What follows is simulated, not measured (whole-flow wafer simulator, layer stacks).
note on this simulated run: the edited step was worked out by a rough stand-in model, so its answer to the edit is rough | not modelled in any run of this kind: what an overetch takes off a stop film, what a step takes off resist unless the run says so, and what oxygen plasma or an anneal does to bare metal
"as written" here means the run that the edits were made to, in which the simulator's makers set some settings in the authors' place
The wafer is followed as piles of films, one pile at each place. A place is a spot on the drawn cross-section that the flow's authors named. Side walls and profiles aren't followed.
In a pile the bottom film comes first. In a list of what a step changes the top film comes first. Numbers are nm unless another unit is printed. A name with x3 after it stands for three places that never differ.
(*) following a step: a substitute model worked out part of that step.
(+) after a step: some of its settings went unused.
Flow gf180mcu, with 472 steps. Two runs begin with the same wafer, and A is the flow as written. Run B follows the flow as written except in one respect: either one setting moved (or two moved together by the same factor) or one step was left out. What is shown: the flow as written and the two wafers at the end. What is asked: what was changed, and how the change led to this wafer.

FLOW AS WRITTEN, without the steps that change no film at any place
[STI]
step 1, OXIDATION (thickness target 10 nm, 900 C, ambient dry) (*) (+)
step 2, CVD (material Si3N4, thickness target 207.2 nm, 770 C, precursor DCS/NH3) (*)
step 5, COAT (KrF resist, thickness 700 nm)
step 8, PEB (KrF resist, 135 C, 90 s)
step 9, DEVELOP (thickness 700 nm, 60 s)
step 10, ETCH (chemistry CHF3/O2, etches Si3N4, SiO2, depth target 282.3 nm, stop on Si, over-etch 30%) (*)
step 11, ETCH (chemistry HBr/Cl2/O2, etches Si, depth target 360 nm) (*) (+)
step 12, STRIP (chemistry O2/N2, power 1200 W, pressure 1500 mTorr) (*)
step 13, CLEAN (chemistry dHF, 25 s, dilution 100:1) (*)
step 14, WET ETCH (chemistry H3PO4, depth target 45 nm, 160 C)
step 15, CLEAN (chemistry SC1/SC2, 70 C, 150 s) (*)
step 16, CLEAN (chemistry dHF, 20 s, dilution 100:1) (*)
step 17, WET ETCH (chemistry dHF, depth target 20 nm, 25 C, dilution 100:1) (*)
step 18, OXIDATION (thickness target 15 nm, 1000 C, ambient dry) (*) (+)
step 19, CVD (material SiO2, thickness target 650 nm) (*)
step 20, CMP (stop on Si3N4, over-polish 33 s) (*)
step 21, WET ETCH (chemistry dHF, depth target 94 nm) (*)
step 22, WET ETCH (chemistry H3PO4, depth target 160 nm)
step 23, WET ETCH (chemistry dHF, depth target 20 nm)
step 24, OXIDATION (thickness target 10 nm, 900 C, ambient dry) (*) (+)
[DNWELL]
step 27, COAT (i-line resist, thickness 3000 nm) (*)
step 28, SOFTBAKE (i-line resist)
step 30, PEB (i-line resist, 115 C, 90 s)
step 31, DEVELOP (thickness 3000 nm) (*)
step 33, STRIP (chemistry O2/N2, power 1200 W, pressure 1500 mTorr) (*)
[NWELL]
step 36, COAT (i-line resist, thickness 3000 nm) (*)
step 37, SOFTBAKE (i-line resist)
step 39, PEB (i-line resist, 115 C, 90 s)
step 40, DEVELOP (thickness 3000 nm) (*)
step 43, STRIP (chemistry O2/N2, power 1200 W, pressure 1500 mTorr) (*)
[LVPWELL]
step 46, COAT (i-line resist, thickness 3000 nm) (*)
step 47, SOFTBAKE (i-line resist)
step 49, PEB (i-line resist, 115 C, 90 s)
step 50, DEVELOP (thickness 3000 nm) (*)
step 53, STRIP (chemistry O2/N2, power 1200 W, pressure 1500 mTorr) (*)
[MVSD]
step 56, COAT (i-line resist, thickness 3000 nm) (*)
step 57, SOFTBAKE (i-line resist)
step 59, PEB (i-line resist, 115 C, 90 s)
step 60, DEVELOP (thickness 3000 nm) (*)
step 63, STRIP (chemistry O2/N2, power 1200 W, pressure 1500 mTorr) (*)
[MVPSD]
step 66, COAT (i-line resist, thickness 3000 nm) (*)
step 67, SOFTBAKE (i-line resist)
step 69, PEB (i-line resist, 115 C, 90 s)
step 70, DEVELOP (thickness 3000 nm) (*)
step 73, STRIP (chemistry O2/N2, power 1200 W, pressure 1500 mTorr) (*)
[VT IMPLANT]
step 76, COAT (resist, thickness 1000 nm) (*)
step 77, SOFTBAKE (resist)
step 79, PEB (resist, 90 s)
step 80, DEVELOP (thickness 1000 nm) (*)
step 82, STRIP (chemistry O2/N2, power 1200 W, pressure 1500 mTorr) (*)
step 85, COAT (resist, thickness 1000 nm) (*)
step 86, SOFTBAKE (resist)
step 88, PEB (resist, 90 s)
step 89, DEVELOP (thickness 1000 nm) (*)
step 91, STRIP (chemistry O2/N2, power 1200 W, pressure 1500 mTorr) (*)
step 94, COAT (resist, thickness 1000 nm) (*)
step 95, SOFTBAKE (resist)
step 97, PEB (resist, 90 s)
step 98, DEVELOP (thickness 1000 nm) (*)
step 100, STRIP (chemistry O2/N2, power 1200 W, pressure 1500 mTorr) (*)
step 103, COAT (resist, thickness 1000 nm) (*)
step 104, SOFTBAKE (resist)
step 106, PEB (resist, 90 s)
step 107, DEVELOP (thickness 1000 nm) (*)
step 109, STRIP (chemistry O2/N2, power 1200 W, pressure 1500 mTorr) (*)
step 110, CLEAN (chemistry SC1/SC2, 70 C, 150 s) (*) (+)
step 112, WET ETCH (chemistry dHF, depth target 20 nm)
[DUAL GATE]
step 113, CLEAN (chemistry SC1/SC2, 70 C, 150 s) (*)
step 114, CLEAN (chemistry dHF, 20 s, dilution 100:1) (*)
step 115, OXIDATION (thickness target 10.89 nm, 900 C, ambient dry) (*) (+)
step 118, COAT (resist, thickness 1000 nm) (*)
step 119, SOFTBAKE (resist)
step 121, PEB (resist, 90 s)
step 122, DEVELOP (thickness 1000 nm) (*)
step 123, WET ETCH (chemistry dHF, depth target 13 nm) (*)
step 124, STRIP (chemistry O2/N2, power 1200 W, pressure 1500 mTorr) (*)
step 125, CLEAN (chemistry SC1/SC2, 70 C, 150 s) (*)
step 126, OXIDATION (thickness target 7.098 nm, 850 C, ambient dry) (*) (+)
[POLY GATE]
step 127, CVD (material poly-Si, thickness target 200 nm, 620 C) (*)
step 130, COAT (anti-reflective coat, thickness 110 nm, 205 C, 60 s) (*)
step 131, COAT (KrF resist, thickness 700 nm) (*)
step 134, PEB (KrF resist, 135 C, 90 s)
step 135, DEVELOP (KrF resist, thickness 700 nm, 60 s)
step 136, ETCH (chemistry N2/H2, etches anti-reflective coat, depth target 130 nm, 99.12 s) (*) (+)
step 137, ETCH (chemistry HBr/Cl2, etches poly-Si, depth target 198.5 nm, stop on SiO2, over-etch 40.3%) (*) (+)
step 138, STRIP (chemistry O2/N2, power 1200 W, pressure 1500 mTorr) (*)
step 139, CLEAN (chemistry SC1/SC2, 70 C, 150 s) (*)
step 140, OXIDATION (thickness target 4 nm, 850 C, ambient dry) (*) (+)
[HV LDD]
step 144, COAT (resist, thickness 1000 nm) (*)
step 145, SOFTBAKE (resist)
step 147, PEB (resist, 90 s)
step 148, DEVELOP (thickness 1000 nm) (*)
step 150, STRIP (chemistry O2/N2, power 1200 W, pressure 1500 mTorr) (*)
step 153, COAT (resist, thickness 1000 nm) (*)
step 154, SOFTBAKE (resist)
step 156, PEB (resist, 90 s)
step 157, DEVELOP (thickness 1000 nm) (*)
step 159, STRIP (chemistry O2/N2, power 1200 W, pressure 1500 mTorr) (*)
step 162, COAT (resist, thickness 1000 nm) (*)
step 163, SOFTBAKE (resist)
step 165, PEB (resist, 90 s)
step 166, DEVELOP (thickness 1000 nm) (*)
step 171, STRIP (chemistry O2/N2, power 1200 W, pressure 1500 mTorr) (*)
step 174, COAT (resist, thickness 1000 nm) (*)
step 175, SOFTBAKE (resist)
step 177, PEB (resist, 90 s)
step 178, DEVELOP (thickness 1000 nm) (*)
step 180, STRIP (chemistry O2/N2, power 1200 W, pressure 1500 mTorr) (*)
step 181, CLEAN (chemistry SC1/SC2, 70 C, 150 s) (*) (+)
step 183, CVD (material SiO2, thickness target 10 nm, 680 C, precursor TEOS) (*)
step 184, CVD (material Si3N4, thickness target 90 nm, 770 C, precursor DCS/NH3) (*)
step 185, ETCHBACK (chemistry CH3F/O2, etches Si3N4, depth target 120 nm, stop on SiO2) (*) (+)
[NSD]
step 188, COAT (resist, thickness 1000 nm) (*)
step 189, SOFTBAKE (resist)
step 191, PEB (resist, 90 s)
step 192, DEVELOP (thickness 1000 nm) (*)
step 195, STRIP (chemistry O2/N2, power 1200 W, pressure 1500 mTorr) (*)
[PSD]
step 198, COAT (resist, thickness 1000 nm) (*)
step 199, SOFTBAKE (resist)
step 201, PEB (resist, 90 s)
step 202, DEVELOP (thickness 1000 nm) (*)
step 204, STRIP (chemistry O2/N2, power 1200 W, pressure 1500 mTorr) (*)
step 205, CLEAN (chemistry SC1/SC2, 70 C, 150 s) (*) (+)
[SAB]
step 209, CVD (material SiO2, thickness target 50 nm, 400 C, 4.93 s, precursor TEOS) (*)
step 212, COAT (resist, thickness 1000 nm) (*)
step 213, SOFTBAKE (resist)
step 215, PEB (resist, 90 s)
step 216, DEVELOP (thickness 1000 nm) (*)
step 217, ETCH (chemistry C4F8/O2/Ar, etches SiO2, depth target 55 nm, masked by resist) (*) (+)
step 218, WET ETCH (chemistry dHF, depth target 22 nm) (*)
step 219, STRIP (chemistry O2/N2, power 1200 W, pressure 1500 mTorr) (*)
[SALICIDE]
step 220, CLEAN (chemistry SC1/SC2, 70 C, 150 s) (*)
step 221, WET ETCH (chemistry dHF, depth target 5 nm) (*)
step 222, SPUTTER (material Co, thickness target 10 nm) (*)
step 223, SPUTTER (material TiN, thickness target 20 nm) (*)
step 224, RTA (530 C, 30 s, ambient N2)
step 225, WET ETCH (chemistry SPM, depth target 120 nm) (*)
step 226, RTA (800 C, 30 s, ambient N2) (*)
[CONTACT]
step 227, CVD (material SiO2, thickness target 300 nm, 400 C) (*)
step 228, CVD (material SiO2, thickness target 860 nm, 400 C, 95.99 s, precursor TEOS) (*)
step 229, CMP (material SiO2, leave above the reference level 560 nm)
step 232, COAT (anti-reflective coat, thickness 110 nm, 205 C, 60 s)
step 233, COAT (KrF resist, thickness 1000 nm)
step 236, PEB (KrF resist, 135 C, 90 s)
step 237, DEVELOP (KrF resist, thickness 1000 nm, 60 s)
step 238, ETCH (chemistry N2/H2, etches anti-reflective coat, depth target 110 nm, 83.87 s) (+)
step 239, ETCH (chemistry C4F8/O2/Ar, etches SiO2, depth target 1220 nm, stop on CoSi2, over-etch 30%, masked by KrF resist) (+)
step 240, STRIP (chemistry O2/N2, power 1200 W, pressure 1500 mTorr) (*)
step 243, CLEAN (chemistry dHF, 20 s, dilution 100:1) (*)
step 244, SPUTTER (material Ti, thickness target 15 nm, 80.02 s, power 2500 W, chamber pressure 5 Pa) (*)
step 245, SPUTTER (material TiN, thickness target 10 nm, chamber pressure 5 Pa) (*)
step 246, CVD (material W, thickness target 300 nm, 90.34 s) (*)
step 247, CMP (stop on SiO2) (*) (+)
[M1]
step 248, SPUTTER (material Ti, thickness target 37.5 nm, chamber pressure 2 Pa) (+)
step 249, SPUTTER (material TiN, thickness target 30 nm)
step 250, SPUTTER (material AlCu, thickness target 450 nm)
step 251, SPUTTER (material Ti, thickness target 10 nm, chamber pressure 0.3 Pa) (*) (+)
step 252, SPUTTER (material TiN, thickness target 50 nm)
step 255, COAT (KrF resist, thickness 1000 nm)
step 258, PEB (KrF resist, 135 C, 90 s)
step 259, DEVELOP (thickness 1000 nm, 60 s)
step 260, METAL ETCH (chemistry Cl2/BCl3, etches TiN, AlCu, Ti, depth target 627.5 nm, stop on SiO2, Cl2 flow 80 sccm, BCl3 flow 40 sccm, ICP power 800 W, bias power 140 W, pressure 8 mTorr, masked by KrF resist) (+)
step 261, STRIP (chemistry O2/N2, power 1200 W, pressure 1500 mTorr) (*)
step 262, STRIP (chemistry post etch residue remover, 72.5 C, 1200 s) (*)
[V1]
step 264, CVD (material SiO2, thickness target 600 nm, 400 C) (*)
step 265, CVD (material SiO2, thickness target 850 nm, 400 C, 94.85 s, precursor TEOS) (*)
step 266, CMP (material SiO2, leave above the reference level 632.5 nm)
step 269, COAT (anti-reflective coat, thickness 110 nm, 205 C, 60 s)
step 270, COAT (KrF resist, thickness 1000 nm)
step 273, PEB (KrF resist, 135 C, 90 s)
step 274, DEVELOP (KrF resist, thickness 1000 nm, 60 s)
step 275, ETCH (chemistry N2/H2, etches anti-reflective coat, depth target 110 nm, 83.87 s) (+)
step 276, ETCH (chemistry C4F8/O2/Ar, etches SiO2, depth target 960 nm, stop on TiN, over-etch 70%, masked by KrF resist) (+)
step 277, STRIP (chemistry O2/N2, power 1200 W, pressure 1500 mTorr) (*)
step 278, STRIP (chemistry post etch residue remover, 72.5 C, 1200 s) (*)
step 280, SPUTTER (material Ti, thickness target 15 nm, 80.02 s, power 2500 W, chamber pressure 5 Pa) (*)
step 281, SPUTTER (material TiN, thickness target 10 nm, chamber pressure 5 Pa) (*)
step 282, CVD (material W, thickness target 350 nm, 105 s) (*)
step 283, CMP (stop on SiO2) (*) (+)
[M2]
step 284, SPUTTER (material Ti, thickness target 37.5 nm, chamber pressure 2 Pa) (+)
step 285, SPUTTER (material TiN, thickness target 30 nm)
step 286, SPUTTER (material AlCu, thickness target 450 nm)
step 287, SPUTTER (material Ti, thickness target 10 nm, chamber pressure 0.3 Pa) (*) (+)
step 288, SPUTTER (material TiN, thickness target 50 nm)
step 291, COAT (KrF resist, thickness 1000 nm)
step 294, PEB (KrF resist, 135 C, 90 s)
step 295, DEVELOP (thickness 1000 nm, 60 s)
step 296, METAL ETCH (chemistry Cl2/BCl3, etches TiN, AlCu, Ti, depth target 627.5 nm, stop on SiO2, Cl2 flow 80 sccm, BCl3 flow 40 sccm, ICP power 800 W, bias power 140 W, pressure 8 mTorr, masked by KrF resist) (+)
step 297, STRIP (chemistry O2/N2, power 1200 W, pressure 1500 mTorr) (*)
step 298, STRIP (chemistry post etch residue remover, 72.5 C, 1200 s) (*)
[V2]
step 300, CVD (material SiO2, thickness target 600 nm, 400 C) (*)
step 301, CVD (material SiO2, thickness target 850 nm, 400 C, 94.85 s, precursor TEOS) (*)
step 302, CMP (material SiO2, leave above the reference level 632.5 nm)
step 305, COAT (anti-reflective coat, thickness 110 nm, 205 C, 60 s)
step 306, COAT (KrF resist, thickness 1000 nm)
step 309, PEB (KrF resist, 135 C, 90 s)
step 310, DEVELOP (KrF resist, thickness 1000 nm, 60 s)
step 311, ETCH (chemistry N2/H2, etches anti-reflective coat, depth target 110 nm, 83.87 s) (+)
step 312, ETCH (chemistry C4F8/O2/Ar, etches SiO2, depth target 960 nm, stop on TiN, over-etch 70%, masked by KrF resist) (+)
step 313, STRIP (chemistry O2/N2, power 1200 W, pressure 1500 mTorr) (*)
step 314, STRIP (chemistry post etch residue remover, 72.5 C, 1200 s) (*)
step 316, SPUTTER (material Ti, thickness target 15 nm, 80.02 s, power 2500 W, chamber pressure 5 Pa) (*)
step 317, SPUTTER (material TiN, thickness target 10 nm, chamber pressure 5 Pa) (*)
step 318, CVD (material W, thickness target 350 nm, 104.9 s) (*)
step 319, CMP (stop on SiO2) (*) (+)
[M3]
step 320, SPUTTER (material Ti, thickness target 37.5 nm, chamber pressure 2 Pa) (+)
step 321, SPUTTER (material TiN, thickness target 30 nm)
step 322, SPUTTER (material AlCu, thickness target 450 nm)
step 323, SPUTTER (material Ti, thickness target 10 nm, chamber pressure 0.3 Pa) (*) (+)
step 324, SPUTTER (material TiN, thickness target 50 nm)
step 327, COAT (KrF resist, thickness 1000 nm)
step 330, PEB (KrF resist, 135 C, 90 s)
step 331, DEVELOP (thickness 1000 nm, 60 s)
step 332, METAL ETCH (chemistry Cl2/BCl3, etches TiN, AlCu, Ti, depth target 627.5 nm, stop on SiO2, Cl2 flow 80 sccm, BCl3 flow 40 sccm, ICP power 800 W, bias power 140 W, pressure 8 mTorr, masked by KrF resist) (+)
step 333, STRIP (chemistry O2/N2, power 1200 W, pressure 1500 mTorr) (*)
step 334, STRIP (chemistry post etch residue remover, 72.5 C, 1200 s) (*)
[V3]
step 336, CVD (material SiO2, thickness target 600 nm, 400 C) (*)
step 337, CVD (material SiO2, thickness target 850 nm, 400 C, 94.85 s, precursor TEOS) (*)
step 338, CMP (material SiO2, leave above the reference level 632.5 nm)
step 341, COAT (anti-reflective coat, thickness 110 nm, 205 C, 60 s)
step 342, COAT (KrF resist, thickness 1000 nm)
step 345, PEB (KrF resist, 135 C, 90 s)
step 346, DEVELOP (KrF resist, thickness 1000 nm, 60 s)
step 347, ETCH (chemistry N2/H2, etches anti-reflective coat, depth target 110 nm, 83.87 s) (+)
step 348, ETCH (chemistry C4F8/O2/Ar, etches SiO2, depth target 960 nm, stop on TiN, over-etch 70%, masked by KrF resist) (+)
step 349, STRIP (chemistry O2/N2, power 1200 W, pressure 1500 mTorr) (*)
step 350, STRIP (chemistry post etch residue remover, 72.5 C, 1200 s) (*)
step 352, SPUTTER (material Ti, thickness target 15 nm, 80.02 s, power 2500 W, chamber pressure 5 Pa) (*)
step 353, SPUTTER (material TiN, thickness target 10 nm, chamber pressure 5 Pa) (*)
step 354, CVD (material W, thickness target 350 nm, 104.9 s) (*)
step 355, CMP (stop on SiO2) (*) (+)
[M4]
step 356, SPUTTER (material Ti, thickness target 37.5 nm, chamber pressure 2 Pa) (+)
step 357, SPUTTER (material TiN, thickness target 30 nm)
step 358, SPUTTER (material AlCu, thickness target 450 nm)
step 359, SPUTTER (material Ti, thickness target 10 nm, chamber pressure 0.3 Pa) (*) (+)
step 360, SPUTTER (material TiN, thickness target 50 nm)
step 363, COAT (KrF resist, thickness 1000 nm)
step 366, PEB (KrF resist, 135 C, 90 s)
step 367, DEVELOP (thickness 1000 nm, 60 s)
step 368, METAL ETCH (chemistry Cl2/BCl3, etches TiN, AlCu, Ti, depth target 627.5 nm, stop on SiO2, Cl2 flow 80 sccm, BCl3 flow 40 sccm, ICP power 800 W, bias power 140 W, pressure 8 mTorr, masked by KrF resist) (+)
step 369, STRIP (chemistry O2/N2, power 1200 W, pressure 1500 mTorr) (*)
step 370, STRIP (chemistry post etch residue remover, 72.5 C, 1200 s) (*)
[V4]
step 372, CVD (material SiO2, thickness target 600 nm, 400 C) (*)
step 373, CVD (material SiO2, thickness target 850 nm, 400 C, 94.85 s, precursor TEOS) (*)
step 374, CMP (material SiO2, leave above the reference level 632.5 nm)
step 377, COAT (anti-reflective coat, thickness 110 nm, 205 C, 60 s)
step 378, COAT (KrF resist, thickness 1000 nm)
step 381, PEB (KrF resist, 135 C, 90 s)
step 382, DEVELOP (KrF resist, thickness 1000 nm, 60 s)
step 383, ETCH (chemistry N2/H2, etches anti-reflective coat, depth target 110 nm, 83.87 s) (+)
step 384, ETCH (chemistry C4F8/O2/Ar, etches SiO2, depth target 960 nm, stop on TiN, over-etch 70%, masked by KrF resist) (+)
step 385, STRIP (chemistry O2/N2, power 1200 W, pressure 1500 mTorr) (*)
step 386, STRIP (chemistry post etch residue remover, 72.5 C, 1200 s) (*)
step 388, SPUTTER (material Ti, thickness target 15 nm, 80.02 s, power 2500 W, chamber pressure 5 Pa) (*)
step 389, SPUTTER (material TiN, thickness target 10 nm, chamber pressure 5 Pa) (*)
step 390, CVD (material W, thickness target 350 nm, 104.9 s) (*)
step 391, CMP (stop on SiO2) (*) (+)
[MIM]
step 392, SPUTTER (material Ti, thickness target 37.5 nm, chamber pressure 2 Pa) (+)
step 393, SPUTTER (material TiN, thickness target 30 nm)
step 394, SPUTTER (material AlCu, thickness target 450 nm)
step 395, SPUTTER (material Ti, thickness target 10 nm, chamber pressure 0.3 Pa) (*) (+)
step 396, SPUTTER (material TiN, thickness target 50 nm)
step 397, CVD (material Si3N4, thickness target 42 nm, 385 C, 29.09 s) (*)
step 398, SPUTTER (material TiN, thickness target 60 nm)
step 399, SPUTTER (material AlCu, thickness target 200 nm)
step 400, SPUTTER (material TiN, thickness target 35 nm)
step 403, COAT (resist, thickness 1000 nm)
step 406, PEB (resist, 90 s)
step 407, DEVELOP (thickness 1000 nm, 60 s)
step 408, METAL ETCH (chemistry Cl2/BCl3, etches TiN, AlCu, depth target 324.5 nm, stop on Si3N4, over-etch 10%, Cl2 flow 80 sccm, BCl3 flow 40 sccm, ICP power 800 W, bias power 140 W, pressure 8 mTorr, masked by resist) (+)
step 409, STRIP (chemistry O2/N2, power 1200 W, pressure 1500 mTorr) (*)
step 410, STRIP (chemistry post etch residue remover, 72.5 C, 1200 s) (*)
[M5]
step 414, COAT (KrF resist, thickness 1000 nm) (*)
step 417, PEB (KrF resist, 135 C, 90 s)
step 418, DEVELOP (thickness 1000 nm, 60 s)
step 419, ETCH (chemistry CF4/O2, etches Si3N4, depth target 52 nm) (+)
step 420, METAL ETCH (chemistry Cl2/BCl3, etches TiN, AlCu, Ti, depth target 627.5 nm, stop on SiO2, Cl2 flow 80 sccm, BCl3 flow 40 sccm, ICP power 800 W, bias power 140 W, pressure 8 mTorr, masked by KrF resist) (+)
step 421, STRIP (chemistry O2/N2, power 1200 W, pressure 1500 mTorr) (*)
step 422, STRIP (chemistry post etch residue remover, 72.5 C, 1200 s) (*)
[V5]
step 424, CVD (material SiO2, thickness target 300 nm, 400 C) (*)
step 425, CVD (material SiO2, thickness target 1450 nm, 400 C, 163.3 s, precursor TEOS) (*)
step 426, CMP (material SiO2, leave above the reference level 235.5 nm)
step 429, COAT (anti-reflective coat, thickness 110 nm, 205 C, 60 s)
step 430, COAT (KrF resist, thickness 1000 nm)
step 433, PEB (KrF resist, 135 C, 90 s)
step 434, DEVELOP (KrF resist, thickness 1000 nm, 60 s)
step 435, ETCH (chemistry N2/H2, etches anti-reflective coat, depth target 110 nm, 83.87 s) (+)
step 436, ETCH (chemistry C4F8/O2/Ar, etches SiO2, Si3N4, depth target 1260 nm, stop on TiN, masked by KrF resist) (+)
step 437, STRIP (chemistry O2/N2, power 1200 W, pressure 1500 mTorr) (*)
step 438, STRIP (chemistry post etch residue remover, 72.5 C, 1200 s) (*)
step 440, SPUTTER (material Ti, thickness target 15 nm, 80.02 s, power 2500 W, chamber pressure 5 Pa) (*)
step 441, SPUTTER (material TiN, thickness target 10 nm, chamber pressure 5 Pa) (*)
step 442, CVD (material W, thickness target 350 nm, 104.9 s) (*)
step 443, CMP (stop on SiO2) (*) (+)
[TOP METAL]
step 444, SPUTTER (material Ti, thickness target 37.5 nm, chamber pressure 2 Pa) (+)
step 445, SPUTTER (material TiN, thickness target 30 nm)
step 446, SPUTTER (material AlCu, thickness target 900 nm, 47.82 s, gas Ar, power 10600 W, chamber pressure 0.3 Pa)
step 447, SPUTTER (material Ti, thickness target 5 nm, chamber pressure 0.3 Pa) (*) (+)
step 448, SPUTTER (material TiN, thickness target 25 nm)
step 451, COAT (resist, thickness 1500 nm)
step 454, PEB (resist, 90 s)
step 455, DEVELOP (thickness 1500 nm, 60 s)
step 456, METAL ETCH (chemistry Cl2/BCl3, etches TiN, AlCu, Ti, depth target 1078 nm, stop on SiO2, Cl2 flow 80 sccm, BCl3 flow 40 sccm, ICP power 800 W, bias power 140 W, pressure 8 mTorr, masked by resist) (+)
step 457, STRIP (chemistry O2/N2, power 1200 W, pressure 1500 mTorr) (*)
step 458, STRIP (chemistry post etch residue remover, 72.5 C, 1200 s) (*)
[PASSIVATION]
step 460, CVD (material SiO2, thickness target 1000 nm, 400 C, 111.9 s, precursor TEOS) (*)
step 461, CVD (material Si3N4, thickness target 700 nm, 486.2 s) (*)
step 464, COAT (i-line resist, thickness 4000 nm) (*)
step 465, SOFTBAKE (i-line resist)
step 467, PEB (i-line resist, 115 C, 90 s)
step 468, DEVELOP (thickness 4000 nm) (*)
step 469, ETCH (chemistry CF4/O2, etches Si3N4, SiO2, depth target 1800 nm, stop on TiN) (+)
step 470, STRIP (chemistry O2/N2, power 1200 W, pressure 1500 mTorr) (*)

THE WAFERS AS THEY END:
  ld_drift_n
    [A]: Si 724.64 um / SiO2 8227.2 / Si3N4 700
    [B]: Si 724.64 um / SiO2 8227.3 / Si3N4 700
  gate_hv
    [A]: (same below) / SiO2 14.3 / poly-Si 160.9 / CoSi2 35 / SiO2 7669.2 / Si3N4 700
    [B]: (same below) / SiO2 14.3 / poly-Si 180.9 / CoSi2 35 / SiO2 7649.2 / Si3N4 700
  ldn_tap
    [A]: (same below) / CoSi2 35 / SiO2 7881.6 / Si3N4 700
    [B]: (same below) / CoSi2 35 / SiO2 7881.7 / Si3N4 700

Cause: step 127, CVD: thickness target 220 nm was run, though the flow has thickness target 200 nm.

The path from the change to this, step by step:
  step 127, CVD (material poly-Si, thickness target 200 nm, 620 C) (*)
      field, field__w1, field__w2 and 89 more: A +200 poly-Si (new film) | B +220 poly-Si (new film)
  step 137, ETCH (chemistry HBr/Cl2, etches poly-Si, depth target 198.5 nm, stop on SiO2, over-etch 40.3%) (*) (+)
      field, field__w3, field__w12 and 10 more: A -198.6 poly-Si (all of it), -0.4 SiO2 | B -218.6 poly-Si (all of it), -0.3 SiO2
      active, n_well, sd_p and 9 more: A -198.7 poly-Si (all of it), -0.4 SiO2 | B -218.7 poly-Si (all of it), -0.3 SiO2
      (and at 39 other places as well)
  step 144, COAT (resist, thickness 1000 nm) (*)
      polyc_n, polyc_p: A +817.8 resist (new film) | B +801.1 resist (new film)
      polyc_n_rim: A +815.2 resist (new film) | B +798.3 resist (new film)
      (and at 1 other place as well)
  step 147, PEB (resist, 90 s)
      npoly_u, gate_p_hv5: A -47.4 resist | B -46.4 resist
      polyc_n, polyc_p: A -46.1 resist | B -45.1 resist
      (and at 5 other places as well)
  step 148, DEVELOP (thickness 1000 nm) (*)
      gate: A -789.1 resist (all of it) | B -773.3 resist (all of it)
      polyc_n: A -770.2 resist (all of it) | B -754.4 resist (all of it)
      (and at 1 other place as well)
  step 150, STRIP (chemistry O2/N2, power 1200 W, pressure 1500 mTorr) (*)
      polyc_p: A -770.3 resist (all of it) | B -754.4 resist (all of it)
      polyc_p_rim: A -768.1 resist (all of it) | B -752 resist (all of it)
  step 153, COAT (resist, thickness 1000 nm) (*)
      polyc_n, polyc_p: A +817.8 resist (new film) | B +801.1 resist (new film)
      polyc_n_rim: A +815.2 resist (new film) | B +798.3 resist (new film)
      (and at 1 other place as well)
  step 156, PEB (resist, 90 s)
      npoly_u, gate_p_hv5: A -47.4 resist | B -46.4 resist
      polyc_n, polyc_p: A -46.1 resist | B -45.1 resist
      (and at 5 other places as well)
  step 157, DEVELOP (thickness 1000 nm) (*)
      polyc_p: A -770.3 resist (all of it) | B -754.4 resist (all of it)
      polyc_p_rim: A -768.1 resist (all of it) | B -752 resist (all of it)
  step 159, STRIP (chemistry O2/N2, power 1200 W, pressure 1500 mTorr) (*)
      gate: A -789.1 resist (all of it) | B -773.3 resist (all of it)
      polyc_n: A -770.2 resist (all of it) | B -754.3 resist (all of it)
      (and at 1 other place as well)
  step 162, COAT (resist, thickness 1000 nm) (*)
      polyc_n, polyc_p: A +817.8 resist (new film) | B +801.1 resist (new film)
      polyc_n_rim: A +815.2 resist (new film) | B +798.3 resist (new film)
      (and at 1 other place as well)
  step 165, PEB (resist, 90 s)
      npoly_u, gate_p_hv5: A -47.4 resist | B -46.4 resist
      polyc_n, polyc_p: A -46.1 resist | B -45.1 resist
      (and at 5 other places as well)
  step 171, STRIP (chemistry O2/N2, power 1200 W, pressure 1500 mTorr) (*)
      gate: A -789.1 resist (all of it) | B -773.3 resist (all of it)
      polyc_n: A -770.2 resist (all of it) | B -754.3 resist (all of it)
      (and at 3 other places as well)
  step 174, COAT (resist, thickness 1000 nm) (*)
      polyc_n, polyc_p: A +817.8 resist (new film) | B +801.1 resist (new film)
      polyc_n_rim: A +815.2 resist (new film) | B +798.3 resist (new film)
      (and at 1 other place as well)
  step 177, PEB (resist, 90 s)
      npoly_u, gate_p_hv5: A -47.4 resist | B -46.4 resist
      polyc_n, polyc_p: A -46.1 resist | B -45.1 resist
      (and at 5 other places as well)
  step 180, STRIP (chemistry O2/N2, power 1200 W, pressure 1500 mTorr) (*)
      gate: A -789.1 resist (all of it) | B -773.3 resist (all of it)
      polyc_n: A -770.2 resist (all of it) | B -754.3 resist (all of it)
      (and at 3 other places as well)
  ... 20 further steps ...
  step 246, CVD (material W, thickness target 300 nm, 90.34 s) (*)
      polyc_n, polyc_p: A +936 W (new film) | B +916 W (new film)
